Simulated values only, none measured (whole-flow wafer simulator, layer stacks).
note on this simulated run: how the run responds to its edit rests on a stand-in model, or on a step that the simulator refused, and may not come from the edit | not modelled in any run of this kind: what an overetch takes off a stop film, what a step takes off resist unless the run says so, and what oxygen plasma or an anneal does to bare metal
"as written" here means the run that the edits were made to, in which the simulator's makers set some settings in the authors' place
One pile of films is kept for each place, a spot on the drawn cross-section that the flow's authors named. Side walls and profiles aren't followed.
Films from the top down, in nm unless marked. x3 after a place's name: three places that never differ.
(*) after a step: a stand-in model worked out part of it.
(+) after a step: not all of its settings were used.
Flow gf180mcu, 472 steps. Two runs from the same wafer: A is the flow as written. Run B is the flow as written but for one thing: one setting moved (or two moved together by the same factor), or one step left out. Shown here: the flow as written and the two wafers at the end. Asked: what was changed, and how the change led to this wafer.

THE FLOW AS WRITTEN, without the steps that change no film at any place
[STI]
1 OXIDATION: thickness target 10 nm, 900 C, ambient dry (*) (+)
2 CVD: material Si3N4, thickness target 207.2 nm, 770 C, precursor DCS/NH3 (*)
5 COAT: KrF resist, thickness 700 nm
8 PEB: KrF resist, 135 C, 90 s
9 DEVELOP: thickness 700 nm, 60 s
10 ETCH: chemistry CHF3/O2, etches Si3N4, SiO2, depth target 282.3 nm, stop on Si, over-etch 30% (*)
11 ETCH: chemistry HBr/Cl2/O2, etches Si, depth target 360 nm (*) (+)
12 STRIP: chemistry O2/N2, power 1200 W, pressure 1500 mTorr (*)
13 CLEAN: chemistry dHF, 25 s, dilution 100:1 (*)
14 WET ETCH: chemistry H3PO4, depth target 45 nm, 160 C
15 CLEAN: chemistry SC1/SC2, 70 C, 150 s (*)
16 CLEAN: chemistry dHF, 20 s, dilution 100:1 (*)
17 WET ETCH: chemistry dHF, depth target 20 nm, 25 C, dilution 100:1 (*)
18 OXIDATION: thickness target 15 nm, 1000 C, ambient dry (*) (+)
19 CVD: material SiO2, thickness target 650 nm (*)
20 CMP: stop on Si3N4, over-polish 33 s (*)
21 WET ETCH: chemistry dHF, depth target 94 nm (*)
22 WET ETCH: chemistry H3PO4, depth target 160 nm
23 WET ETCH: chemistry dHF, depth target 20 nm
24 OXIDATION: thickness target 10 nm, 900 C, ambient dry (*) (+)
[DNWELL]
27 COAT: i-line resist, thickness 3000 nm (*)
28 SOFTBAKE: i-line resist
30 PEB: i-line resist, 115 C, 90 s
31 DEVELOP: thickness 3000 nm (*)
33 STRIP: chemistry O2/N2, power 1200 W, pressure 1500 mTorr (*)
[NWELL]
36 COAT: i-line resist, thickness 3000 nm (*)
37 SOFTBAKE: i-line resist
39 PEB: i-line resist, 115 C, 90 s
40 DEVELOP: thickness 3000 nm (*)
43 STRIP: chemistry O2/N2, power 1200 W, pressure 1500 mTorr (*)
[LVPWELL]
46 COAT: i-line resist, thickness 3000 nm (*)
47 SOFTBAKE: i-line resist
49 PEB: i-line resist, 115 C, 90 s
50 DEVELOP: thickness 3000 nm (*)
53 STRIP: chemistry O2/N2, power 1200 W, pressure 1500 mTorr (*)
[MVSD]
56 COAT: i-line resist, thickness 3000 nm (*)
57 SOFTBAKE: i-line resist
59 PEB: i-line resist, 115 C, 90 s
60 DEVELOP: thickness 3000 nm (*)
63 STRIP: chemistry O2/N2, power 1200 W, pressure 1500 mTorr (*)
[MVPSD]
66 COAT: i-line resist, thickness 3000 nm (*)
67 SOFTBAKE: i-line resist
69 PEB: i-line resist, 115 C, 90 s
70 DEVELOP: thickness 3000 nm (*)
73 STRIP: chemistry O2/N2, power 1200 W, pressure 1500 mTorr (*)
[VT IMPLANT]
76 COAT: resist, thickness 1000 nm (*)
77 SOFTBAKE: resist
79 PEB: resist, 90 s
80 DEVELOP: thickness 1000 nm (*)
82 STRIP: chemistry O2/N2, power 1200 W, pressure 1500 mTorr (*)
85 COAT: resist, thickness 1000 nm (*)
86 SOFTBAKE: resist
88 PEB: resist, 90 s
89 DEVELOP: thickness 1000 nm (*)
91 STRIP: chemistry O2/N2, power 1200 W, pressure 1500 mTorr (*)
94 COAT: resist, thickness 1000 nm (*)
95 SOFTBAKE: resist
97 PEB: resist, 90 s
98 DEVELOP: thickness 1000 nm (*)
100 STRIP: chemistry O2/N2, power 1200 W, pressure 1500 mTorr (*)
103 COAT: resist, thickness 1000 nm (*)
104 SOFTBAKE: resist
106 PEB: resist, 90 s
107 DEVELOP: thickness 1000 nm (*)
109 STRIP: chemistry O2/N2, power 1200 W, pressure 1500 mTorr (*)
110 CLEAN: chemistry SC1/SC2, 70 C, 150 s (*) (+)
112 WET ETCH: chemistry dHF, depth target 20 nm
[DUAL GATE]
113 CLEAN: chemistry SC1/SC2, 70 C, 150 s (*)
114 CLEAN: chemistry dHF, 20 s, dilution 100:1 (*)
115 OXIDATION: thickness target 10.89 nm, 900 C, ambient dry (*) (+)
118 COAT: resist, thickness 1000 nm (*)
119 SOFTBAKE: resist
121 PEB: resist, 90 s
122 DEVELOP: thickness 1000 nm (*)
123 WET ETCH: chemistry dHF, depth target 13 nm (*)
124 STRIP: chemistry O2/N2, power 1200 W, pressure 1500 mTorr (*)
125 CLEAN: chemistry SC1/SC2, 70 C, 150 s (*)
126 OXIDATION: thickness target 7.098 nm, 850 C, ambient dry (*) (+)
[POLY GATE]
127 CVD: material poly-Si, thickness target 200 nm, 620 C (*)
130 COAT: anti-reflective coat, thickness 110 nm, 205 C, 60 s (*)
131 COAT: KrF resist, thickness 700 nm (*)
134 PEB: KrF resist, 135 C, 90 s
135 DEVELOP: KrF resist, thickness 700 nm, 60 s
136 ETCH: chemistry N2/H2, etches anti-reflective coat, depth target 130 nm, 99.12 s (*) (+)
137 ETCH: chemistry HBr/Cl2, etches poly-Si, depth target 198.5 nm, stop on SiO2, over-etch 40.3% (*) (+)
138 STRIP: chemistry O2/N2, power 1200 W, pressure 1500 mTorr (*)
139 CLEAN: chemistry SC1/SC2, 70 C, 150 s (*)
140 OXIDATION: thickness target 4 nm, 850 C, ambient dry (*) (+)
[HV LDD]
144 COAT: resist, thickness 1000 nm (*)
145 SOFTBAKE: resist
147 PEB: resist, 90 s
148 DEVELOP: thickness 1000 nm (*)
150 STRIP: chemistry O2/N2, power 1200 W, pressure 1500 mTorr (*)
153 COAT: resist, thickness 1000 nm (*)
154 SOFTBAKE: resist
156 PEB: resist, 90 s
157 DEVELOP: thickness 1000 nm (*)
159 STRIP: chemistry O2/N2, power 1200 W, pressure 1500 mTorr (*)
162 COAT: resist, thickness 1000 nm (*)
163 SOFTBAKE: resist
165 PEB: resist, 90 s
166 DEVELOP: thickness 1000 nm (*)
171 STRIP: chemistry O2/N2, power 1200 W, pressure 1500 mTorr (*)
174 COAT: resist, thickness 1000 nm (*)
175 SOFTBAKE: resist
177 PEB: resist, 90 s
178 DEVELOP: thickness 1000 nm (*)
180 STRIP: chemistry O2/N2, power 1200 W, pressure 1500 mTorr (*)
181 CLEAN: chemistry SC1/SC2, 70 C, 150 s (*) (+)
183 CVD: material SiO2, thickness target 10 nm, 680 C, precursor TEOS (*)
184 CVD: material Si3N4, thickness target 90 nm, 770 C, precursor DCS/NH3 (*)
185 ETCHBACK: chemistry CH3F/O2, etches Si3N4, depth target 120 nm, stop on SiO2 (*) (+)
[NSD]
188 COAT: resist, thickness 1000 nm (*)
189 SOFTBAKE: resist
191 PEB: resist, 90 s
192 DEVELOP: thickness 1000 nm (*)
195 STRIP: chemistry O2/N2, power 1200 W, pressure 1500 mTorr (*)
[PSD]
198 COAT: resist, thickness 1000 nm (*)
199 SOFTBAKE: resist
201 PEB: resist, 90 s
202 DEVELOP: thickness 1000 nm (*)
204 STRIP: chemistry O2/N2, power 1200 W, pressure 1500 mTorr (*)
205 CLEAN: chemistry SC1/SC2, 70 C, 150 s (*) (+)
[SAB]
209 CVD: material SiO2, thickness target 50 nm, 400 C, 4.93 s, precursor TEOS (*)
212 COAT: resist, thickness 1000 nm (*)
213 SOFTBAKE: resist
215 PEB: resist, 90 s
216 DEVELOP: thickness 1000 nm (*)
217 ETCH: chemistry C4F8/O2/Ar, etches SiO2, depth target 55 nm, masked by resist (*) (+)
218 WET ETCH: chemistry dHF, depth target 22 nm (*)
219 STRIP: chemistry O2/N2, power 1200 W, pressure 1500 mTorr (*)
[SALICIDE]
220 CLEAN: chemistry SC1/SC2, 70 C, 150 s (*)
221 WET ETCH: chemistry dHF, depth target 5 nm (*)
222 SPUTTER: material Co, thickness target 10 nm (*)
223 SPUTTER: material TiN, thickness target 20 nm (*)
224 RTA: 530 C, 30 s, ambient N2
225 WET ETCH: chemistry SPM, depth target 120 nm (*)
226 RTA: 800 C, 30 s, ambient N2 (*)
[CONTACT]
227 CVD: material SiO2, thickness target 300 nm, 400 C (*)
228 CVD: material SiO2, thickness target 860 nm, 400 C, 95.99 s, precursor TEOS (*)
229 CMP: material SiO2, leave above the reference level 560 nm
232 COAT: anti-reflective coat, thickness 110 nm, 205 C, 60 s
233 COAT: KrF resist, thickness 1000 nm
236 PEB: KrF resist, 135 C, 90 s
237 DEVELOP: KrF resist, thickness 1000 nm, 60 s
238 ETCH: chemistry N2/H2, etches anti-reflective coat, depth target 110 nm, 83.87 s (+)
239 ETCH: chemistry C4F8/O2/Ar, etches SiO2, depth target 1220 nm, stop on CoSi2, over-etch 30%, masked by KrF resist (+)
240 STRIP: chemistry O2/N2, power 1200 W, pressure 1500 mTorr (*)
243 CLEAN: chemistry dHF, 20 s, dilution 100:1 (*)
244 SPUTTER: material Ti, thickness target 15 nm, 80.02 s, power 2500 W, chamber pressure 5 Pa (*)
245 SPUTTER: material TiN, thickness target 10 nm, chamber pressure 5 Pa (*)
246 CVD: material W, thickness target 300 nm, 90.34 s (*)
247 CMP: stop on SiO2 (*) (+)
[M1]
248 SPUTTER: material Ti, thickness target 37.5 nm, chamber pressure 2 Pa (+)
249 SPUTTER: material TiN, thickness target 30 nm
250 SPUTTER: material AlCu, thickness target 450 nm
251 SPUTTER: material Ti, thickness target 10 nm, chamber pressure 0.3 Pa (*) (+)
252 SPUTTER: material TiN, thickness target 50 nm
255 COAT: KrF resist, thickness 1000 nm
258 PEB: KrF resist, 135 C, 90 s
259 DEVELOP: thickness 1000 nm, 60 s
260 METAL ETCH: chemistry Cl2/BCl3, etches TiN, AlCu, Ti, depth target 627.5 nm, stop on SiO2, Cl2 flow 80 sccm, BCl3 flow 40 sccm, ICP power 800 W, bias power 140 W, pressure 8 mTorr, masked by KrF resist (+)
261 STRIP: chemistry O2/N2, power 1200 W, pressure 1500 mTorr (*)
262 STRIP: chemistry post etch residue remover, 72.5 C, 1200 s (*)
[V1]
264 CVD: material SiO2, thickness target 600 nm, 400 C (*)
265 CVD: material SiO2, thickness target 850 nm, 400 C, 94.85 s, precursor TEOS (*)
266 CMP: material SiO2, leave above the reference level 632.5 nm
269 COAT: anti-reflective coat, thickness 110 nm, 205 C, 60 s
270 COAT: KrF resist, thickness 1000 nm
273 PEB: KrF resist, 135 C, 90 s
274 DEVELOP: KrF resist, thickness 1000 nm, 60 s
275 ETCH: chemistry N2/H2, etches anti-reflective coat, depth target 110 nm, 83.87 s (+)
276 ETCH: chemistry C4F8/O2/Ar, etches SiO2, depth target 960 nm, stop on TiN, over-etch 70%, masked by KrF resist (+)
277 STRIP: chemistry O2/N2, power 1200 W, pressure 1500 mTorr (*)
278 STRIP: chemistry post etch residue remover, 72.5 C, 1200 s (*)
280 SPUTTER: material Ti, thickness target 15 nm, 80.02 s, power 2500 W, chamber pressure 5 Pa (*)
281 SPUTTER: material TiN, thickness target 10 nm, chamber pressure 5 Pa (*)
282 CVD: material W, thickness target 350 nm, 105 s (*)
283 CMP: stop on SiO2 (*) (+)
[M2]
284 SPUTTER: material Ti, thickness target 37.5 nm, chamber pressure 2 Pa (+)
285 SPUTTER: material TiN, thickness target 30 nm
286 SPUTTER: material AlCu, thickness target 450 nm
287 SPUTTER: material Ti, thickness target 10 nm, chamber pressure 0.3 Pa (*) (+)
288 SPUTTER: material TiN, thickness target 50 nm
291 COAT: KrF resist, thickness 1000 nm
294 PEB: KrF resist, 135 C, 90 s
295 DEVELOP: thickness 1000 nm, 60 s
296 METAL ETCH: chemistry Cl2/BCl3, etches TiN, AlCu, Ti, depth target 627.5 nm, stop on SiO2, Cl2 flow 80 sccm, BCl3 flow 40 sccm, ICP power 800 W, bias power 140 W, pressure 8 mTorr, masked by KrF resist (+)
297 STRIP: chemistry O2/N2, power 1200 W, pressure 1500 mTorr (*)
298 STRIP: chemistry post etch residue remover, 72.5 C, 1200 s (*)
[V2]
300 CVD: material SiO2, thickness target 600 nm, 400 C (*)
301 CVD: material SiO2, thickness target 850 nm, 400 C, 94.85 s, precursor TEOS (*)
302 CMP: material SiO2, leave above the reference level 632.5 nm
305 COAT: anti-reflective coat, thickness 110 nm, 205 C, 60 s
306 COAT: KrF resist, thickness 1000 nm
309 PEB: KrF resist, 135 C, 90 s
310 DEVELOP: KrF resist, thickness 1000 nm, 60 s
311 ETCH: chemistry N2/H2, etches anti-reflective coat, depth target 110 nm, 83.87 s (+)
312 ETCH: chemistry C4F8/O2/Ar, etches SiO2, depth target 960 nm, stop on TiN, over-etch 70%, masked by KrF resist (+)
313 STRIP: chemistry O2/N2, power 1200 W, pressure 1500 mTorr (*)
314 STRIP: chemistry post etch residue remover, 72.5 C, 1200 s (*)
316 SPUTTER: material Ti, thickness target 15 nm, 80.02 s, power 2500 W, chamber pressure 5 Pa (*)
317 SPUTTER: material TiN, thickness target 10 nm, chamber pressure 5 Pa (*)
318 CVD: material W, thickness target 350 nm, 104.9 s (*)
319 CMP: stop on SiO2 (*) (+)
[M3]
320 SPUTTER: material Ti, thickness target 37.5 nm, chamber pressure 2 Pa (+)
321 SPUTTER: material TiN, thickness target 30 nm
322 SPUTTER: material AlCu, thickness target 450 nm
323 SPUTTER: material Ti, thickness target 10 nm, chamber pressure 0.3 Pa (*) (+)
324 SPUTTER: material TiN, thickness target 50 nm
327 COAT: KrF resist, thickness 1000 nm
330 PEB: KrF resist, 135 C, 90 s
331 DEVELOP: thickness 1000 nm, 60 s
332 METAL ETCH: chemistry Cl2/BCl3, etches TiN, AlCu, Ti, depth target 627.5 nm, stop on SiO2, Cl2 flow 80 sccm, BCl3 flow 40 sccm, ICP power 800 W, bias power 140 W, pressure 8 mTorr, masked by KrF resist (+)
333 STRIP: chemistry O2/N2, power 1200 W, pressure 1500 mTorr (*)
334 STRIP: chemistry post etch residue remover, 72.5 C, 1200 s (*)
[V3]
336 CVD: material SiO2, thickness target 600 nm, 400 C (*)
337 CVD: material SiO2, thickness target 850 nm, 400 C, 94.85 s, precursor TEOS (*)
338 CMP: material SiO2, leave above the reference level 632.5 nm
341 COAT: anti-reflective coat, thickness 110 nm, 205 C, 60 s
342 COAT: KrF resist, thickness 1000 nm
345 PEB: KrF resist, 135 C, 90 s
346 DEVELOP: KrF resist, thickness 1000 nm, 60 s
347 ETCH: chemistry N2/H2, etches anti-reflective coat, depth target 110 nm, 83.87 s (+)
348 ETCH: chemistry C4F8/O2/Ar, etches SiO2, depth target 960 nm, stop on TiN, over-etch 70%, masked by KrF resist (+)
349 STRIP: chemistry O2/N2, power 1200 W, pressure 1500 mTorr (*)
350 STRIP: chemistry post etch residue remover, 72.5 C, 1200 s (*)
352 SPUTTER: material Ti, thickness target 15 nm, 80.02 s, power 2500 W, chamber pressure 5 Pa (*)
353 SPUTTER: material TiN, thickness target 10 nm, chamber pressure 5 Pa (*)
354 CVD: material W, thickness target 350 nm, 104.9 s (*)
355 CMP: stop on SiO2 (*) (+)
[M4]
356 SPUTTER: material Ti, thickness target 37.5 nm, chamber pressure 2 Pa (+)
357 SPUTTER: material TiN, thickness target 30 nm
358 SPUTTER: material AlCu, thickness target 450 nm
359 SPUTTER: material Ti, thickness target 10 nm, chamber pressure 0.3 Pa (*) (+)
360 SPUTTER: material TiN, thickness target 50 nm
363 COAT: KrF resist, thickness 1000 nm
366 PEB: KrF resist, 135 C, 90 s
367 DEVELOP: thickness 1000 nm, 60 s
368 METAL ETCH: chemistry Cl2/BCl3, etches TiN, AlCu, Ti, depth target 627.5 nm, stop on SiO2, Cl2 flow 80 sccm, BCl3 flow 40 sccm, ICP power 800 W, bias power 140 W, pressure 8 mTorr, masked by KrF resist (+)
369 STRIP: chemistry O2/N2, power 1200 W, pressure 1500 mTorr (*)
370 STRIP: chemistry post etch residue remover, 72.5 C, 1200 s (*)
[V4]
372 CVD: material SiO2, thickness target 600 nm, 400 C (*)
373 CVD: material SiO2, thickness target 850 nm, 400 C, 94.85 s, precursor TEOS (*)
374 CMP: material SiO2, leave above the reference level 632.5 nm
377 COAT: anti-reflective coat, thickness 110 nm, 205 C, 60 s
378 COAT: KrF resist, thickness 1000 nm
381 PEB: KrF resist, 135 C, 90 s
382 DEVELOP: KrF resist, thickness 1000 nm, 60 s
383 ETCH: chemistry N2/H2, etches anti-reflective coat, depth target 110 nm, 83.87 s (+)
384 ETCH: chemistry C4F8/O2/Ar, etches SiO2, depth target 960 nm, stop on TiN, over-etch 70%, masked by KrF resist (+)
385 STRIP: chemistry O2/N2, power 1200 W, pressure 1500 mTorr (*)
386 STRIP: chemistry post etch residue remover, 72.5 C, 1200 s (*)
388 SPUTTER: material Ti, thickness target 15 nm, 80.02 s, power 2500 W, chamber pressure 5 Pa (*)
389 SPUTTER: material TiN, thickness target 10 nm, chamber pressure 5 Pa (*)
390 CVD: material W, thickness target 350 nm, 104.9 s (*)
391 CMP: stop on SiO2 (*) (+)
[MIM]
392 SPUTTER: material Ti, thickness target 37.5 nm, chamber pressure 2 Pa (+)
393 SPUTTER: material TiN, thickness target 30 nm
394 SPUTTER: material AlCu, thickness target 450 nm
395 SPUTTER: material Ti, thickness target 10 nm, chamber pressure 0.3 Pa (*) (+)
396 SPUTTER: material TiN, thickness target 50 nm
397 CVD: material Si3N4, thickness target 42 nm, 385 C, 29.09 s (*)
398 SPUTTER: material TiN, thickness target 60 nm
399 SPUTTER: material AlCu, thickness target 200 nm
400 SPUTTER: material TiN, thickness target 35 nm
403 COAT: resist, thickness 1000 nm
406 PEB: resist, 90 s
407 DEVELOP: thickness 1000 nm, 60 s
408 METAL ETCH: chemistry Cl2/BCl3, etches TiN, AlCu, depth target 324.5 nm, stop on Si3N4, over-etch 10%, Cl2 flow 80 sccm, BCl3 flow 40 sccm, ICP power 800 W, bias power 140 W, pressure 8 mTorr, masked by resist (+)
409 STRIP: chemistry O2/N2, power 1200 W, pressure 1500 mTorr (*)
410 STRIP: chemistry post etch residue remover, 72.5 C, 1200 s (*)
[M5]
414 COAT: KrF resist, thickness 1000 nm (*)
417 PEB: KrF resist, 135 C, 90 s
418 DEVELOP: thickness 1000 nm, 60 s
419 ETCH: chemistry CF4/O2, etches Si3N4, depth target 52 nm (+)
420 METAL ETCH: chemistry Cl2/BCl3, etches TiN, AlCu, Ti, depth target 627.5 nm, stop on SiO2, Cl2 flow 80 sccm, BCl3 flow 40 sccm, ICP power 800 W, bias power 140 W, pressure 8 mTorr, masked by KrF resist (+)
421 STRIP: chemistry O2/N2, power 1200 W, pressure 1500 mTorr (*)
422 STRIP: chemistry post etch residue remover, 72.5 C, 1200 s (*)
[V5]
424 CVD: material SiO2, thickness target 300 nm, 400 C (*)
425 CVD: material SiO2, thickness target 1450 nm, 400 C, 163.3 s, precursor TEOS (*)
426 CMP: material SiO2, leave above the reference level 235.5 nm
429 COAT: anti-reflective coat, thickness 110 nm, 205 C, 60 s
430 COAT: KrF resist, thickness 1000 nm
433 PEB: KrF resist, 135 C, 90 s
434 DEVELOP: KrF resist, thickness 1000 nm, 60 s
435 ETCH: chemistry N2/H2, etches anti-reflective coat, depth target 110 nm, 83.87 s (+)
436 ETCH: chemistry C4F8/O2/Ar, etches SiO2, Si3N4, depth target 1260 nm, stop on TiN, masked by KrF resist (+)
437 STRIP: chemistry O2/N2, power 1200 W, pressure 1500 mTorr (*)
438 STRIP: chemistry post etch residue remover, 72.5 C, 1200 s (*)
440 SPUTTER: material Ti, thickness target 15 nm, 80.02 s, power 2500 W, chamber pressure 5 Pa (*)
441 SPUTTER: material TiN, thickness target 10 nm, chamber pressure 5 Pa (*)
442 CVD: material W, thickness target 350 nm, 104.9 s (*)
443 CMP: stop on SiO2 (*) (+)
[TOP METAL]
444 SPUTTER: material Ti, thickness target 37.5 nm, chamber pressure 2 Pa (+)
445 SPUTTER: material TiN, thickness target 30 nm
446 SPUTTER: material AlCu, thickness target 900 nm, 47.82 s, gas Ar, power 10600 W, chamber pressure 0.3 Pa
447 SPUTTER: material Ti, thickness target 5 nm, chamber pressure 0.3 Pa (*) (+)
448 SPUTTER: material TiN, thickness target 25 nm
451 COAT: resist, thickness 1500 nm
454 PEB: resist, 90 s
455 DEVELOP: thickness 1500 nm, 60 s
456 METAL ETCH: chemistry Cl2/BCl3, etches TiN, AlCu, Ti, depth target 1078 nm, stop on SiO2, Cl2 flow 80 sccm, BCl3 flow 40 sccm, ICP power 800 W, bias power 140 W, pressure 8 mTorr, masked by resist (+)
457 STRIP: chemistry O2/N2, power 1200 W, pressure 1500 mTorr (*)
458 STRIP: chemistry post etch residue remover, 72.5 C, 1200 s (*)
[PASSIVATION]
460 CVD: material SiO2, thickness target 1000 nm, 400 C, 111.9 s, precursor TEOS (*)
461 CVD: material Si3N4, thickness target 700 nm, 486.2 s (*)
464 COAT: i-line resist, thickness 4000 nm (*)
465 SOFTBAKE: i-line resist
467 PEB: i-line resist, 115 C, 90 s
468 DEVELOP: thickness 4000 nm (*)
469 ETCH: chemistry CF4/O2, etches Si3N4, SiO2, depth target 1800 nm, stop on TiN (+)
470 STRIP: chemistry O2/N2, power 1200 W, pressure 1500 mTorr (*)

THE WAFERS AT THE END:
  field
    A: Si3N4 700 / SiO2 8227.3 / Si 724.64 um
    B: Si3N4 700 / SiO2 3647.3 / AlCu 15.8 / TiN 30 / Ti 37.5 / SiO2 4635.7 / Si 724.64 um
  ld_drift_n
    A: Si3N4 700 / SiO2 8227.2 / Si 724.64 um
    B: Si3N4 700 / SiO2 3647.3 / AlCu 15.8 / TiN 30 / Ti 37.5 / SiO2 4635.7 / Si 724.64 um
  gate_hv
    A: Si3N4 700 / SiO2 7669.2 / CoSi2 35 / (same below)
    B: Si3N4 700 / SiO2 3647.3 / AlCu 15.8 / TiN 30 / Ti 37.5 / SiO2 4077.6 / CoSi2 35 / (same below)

The cause: step 358, SPUTTER: thickness target 589 nm was run, where the flow has thickness target 450 nm.

How the change led to this, step by step:
  358 SPUTTER: material AlCu, thickness target 450 nm
      field, field__w1, field__w2 and 108 more: A AlCu +450 (new film) | B AlCu +589 (new film)
  368 METAL ETCH: chemistry Cl2/BCl3, etches TiN, AlCu, Ti, depth target 627.5 nm, stop on SiO2, Cl2 flow 80 sccm, BCl3 flow 40 sccm, ICP power 800 W, bias power 140 W, pressure 8 mTorr, masked by KrF resist (+)
      field, field__w1, field__w2 and 103 more: A TiN -50 (all of it), Ti -10 (all of it), AlCu -450 (all of it), TiN -30 (all of it), Ti -37.5 (all of it) | B TiN -50 (all of it), Ti -10 (all of it), AlCu -567.5
  370 STRIP: chemistry post etch residue remover, 72.5 C, 1200 s (*)
      field, field__w1, field__w2 and 103 more: A nothing | B AlCu -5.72
  372 CVD: material SiO2, thickness target 600 nm, 400 C (*)
      field, field__w1, field__w2 and 103 more: A SiO2 +600 | B SiO2 +600 (new film)
  374 CMP: material SiO2, leave above the reference level 632.5 nm
      field, field__w1, field__w2 and 103 more: A SiO2 -300 | B SiO2 -244.3
Counting metal films that touch as one body, field has 1 body; the flow as written gives 0 bodies.
Counting metal films that touch as one body, ld_drift_n has 1 body; the flow as written gives 0 bodies.
Counting metal films that touch as one body, gate_hv has 2 bodies (between them, from the top down: SiO2 4077.6); the flow as written gives 1 body.
